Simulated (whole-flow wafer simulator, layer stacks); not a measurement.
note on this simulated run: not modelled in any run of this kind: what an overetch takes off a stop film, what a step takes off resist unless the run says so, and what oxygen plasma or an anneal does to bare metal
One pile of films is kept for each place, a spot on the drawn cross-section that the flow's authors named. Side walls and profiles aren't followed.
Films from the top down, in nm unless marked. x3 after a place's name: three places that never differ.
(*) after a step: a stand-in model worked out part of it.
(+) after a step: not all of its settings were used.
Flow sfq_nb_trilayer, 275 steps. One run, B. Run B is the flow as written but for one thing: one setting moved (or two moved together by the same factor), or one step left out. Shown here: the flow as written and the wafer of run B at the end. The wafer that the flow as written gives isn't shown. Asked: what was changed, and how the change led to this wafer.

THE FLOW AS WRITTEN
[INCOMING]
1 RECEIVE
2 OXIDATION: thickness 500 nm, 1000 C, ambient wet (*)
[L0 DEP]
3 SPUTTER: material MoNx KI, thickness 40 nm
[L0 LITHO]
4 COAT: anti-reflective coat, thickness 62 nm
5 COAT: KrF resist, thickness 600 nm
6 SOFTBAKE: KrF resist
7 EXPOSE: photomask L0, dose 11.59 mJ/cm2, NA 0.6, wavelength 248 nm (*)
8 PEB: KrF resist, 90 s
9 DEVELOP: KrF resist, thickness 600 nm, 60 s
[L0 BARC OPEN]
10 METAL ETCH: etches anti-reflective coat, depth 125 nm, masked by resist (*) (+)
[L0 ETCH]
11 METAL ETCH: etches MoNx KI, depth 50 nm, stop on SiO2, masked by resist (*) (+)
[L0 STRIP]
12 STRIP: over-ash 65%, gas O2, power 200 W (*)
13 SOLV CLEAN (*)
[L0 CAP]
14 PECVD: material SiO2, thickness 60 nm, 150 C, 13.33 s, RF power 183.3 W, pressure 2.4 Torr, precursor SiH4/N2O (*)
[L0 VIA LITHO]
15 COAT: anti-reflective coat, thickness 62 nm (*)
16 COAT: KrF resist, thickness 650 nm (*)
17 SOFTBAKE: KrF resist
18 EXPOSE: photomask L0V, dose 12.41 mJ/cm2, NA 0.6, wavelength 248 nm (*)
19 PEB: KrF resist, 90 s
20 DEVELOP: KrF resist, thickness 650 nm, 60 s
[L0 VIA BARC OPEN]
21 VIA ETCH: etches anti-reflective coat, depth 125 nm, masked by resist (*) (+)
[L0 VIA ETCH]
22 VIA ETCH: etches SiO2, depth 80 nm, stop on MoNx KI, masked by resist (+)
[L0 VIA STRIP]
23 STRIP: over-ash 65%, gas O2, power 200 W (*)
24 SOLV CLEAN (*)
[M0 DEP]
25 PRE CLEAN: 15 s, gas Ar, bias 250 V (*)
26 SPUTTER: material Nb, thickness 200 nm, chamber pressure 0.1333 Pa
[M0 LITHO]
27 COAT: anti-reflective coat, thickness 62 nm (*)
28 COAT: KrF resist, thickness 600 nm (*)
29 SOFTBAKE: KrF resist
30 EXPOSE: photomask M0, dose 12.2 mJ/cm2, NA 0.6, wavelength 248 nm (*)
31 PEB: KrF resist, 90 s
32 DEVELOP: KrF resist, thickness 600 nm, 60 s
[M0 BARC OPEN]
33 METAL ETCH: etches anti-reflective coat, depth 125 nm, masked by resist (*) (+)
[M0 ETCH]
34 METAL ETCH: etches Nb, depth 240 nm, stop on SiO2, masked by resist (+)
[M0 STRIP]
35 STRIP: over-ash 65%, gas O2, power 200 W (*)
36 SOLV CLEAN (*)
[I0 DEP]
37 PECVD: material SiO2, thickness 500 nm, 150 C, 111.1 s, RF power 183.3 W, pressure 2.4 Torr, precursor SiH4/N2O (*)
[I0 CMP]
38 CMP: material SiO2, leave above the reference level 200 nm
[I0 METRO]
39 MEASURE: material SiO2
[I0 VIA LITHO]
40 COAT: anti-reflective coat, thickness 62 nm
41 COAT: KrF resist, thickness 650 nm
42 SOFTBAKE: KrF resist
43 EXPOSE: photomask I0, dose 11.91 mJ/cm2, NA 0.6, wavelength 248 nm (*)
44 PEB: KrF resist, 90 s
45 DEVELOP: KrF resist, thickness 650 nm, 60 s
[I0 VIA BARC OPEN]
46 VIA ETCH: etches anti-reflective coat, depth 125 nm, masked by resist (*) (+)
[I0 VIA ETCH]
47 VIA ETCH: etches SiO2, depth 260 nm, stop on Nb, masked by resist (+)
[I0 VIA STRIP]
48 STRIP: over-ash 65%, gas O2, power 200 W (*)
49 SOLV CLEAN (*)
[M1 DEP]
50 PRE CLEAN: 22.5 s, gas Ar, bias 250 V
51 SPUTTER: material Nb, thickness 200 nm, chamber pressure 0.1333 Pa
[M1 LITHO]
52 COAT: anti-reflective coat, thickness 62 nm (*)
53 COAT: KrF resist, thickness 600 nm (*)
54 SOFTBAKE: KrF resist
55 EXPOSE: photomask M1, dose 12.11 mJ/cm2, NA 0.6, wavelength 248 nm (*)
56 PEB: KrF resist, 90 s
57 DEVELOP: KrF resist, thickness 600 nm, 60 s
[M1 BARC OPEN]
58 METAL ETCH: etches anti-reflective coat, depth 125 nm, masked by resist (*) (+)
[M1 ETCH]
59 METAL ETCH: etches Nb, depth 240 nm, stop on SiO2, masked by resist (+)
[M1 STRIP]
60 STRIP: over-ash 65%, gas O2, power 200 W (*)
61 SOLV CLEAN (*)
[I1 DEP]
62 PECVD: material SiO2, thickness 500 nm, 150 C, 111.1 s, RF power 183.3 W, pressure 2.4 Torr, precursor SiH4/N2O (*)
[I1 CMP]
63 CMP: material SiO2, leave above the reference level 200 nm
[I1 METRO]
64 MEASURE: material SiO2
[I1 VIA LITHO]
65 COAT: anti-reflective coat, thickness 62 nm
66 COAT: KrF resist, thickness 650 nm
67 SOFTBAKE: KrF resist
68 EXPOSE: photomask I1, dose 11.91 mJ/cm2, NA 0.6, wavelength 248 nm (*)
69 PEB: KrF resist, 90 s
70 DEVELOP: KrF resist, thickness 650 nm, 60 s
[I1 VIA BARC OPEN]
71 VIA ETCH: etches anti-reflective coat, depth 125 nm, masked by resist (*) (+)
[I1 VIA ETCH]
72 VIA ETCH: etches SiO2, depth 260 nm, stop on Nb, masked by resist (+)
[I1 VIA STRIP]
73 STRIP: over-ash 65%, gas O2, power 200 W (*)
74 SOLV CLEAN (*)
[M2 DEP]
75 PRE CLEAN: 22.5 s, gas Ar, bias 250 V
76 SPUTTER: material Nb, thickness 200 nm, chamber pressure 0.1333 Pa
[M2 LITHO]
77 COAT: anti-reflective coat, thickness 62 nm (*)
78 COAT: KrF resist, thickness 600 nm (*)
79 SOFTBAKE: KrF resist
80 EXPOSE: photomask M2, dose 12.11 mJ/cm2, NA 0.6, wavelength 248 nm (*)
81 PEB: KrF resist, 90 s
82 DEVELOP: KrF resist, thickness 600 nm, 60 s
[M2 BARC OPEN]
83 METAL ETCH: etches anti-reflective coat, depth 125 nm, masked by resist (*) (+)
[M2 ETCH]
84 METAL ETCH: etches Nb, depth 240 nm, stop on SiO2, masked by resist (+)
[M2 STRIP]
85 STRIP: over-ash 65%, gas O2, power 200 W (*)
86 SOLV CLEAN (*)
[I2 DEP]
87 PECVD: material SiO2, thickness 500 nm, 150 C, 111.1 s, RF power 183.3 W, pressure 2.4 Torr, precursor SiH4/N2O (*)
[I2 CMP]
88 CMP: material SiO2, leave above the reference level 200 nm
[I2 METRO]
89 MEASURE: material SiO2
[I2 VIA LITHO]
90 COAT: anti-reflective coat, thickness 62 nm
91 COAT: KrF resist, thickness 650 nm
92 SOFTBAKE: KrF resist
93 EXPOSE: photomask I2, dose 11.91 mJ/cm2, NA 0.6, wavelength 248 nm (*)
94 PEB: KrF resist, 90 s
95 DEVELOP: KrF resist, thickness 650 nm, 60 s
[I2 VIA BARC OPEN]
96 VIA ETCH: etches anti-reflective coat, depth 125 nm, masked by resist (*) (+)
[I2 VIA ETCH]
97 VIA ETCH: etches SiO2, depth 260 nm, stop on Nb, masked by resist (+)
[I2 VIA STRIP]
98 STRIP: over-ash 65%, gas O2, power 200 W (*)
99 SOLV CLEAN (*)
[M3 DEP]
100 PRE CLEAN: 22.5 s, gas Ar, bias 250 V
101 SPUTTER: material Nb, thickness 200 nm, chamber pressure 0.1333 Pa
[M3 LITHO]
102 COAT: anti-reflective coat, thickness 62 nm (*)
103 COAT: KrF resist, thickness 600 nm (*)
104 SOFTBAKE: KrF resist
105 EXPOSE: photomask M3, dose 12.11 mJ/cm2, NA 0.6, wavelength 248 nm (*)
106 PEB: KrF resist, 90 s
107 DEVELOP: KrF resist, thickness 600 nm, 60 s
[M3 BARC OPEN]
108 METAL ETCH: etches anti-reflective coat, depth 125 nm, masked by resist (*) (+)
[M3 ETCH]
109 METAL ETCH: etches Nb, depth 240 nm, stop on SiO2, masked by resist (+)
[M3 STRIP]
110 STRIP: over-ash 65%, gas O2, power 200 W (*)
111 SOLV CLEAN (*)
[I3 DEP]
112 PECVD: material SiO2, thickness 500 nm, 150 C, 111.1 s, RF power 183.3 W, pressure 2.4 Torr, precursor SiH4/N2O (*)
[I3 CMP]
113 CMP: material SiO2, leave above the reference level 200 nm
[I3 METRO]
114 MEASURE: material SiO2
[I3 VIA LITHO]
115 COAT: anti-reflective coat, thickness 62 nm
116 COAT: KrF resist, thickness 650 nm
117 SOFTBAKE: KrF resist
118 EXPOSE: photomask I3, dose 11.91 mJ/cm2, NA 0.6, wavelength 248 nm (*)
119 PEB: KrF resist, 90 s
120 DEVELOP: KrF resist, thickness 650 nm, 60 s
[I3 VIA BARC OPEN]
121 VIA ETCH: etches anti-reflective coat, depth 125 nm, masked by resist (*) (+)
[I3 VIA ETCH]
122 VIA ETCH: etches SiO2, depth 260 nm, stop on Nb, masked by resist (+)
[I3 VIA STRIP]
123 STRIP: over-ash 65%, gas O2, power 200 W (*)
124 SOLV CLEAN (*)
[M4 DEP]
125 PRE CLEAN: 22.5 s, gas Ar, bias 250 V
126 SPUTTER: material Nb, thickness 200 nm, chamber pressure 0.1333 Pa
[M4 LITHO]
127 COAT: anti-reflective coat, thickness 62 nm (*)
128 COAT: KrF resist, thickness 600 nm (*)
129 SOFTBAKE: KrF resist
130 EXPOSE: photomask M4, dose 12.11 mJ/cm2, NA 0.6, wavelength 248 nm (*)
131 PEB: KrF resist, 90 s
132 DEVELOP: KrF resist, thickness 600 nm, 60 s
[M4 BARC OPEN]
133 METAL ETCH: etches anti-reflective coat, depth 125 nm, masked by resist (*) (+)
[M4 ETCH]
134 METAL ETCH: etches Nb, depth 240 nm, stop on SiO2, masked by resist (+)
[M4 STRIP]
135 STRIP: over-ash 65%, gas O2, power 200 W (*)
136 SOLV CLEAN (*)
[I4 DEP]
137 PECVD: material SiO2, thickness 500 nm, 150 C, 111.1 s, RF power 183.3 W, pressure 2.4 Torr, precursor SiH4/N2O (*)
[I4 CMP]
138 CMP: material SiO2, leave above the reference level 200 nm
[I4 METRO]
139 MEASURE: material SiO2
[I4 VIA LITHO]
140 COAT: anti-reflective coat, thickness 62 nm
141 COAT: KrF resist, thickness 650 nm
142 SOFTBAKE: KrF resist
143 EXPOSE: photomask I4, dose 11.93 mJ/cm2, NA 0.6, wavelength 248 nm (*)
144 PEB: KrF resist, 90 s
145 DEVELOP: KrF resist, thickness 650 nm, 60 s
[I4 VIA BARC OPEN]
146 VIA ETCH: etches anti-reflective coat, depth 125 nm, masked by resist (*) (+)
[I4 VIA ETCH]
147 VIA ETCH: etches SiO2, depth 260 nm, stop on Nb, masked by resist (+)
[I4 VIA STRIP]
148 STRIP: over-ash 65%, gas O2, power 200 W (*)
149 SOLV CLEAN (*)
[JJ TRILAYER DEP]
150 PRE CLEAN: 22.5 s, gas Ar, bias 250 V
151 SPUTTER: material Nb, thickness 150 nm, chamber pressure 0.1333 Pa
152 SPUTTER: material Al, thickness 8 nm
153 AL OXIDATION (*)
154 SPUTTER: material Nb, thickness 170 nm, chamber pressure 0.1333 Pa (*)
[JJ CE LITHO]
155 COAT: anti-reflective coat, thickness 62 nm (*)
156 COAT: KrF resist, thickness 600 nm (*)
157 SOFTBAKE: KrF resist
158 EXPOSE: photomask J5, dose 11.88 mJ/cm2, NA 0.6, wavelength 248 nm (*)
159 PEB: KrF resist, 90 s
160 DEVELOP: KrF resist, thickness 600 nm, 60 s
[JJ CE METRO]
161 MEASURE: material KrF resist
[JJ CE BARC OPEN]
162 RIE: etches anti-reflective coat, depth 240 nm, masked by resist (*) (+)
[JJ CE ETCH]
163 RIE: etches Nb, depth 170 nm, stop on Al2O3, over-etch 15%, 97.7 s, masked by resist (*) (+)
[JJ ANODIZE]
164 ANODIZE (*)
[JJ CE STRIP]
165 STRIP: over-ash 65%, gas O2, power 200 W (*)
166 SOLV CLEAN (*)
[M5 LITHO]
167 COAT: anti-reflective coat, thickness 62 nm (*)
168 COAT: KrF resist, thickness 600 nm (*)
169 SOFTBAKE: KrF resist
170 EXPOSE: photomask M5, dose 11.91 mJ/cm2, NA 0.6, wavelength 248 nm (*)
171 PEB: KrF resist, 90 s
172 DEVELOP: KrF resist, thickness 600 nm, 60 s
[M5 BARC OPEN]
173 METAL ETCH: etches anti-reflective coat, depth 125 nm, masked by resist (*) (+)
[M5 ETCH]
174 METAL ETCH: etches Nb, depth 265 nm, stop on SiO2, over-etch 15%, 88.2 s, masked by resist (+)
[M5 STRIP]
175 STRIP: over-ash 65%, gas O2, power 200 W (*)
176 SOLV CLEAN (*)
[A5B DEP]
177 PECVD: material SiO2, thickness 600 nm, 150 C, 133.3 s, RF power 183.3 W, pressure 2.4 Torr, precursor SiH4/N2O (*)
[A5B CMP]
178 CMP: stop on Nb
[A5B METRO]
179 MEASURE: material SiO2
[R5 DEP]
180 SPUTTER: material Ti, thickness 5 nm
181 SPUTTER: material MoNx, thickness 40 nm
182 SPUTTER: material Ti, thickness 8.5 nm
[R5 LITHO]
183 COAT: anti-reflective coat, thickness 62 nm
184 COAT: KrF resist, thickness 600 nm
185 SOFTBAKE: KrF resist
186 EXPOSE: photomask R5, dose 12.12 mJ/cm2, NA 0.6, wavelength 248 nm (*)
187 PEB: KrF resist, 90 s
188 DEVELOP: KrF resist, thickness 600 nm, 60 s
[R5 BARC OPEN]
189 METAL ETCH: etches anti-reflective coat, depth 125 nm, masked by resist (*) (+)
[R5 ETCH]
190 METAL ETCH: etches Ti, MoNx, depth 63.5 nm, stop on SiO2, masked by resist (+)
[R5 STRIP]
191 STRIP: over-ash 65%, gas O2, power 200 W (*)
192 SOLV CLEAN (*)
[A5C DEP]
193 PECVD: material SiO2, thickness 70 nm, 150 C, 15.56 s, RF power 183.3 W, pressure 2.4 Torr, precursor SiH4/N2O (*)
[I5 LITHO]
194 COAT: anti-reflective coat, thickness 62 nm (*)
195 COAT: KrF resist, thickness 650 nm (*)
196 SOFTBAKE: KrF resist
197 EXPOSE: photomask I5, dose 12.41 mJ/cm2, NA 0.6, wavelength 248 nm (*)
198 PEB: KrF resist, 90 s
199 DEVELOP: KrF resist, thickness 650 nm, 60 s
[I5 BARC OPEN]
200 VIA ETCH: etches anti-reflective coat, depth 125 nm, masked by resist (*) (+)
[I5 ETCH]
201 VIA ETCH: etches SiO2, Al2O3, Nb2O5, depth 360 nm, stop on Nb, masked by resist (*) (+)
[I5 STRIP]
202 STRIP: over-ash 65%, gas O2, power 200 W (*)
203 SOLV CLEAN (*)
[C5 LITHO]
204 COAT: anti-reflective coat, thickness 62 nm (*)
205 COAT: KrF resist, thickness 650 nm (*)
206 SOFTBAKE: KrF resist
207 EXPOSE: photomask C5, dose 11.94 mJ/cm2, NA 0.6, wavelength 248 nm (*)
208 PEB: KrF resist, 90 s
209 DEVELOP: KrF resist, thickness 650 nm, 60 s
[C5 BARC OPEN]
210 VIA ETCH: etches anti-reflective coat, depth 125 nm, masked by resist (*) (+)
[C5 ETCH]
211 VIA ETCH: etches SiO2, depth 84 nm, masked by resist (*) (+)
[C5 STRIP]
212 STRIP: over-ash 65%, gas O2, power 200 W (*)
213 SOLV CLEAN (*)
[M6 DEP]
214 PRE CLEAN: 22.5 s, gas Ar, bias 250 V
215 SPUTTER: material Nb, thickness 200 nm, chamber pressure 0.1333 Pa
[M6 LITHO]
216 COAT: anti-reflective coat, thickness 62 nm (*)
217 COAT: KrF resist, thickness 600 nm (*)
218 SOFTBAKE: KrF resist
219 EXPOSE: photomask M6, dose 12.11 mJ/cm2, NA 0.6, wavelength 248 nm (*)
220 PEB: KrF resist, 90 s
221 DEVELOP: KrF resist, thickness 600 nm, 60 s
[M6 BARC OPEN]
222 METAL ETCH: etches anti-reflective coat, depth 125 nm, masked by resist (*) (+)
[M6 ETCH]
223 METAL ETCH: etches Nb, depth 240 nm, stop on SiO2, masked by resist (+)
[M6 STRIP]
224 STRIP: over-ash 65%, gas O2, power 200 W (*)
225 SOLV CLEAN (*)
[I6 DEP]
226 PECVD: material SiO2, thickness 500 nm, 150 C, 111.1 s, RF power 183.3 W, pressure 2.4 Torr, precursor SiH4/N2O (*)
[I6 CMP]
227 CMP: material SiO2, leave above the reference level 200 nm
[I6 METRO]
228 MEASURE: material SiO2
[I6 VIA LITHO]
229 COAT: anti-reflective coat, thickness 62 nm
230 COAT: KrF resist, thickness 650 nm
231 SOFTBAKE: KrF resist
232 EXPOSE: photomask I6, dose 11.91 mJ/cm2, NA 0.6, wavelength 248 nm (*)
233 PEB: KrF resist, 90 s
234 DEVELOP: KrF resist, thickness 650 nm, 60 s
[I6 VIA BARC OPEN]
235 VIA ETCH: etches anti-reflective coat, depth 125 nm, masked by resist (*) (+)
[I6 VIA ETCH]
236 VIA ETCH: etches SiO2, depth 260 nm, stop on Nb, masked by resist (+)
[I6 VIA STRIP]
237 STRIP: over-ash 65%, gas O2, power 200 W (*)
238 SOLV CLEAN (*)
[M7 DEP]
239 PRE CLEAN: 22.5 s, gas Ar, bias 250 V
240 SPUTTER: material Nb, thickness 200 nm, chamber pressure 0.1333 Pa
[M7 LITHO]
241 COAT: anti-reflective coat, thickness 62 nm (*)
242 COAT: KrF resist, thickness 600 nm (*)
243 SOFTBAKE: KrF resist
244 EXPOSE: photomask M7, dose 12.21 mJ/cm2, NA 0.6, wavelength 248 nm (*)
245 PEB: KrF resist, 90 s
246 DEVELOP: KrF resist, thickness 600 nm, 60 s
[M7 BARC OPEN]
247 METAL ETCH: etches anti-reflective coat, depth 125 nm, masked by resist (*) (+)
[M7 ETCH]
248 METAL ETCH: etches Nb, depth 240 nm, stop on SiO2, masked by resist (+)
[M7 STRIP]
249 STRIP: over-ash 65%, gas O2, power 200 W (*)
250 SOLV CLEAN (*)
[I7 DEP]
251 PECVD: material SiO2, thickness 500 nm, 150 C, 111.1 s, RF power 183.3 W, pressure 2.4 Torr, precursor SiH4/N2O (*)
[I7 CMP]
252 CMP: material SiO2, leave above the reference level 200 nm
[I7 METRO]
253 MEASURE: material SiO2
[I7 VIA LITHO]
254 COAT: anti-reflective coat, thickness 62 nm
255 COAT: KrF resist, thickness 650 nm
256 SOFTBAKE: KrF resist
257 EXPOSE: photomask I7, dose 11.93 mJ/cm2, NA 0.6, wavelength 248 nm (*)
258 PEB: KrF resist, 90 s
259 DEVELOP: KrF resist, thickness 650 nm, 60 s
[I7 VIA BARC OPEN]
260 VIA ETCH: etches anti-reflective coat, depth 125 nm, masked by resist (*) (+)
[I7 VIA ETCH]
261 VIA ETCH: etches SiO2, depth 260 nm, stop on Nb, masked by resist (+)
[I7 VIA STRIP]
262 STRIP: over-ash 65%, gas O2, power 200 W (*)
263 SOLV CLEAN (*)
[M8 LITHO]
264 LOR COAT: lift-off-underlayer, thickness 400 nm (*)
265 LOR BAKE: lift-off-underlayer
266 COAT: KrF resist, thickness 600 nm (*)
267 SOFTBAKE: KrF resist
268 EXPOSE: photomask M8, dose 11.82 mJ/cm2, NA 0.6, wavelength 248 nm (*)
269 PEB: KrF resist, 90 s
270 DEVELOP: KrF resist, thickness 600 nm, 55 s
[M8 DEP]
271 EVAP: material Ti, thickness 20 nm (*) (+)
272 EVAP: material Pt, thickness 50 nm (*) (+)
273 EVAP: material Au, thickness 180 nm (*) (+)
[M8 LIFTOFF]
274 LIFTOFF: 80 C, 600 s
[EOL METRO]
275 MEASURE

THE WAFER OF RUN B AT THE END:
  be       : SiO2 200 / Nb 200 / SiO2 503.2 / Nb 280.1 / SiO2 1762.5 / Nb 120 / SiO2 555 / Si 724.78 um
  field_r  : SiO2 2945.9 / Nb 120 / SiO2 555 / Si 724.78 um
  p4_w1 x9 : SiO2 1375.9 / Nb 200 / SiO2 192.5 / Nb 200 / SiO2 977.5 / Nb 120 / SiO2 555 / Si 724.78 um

The cause: step 26, SPUTTER: thickness 120 nm was run, where the flow has thickness 200 nm.
It can be read off the wafer: be has Nb 120, and step 26 as written asks for 200 nm.

How the change led to this, step by step:
  26 SPUTTER: material Nb, thickness 200 nm, chamber pressure 0.1333 Pa
      field_l, via_wl, via_w and 100 more: Nb +120 (new film) (as written it would be: Nb +200 (new film))
      v_sur: Nb +115.8 (new film) (as written it would be: Nb +200 (new film))
      (and at 2 more places)
  27 COAT: anti-reflective coat, thickness 62 nm (*)
      v_sur: anti-reflective coat +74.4 (new film) (as written it would be: anti-reflective coat +72.3 (new film))
      via_wl: anti-reflective coat +63.6 (new film) (as written it would be: anti-reflective coat +64.9 (new film))
  34 METAL ETCH: etches Nb, depth 240 nm, stop on SiO2, masked by resist (+)
      field_l, v_sur, via_wl and 100 more: KrF resist -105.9 (as written it would be: KrF resist -141.2)
      moat, m0r_space_l x2: Nb -120 (all of it) (as written it would be: Nb -200 (all of it))
  35 STRIP: over-ash 65%, gas O2, power 200 W (*)
      p4_fl x3, p4_w1 x9, p4_g1 x2 and 57 more: KrF resist -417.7 (all of it), anti-reflective coat -62 (all of it) (as written it would be: KrF resist -382.4 (all of it), anti-reflective coat -62 (all of it))
      ce_r, sp_r, be_r, r_sur: KrF resist -424.2 (all of it), anti-reflective coat -63.6 (all of it) (as written it would be: KrF resist -389 (all of it), anti-reflective coat -63.6 (all of it))
      (and at 28 more places)
  37 PECVD: material SiO2, thickness 500 nm, 150 C, 111.1 s, RF power 183.3 W, pressure 2.4 Torr, precursor SiH4/N2O (*)
      moat, m0r_space_l x2: SiO2 +500 (as written it would be: SiO2 +557.1)
  38 CMP: material SiO2, leave above the reference level 200 nm
      moat, m0r_space_l x2: SiO2 -180 (as written it would be: SiO2 -157.1)
